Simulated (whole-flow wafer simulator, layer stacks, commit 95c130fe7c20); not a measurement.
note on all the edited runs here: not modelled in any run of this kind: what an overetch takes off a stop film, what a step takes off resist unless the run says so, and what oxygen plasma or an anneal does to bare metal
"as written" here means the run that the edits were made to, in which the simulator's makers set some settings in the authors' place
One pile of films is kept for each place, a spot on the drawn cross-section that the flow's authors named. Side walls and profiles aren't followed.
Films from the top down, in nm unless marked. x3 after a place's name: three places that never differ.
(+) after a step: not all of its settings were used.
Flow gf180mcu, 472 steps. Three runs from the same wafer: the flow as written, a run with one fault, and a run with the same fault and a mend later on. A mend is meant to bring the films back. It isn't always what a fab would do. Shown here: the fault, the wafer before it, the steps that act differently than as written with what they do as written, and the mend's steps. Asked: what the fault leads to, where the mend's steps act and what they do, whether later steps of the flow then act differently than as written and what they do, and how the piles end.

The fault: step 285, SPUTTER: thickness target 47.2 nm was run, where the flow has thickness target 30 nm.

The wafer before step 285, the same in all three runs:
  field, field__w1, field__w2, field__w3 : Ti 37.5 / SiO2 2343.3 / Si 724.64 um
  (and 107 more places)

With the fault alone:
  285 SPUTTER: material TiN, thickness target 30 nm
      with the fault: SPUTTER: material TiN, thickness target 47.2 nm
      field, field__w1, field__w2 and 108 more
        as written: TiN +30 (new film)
        with the fault: TiN +47.2 (new film)
  Later steps of the flow that act differently than as written:
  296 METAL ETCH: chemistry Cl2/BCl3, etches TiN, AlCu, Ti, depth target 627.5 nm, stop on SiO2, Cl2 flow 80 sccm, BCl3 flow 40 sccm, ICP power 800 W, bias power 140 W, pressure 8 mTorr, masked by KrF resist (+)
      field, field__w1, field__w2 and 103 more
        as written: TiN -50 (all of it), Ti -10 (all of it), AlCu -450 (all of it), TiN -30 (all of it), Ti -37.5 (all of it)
        with the fault: TiN -50 (all of it), Ti -10 (all of it), AlCu -450 (all of it), TiN -47.2 (all of it), Ti -37.5 (all of it)
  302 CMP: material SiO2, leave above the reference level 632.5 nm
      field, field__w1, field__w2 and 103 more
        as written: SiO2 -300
        with the fault: SiO2 -282.8
  At the end the piles differ from the flow's by more than 2% or 0.5 nm, whichever is larger, at field__w8, contact, m1, m1__w1, m1_nw.
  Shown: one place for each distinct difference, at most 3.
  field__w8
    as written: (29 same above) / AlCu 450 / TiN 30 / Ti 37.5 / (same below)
    with the fault: (29 same above) / AlCu 450 / TiN 47.2 / Ti 37.5 / (same below)
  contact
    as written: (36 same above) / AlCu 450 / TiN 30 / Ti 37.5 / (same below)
    with the fault: (36 same above) / AlCu 450 / TiN 47.2 / Ti 37.5 / (same below)

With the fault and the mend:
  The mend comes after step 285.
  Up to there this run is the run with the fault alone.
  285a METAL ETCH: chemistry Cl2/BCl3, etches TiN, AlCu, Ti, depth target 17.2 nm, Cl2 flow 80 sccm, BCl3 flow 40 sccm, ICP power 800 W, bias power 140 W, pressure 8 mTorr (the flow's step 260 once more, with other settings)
      field, field__w1, field__w2 and 108 more
        TiN -17.2
  No later step of the flow acts differently than as written at any place that is followed.
  At the end the piles are the same as the flow's at every place that both follow.
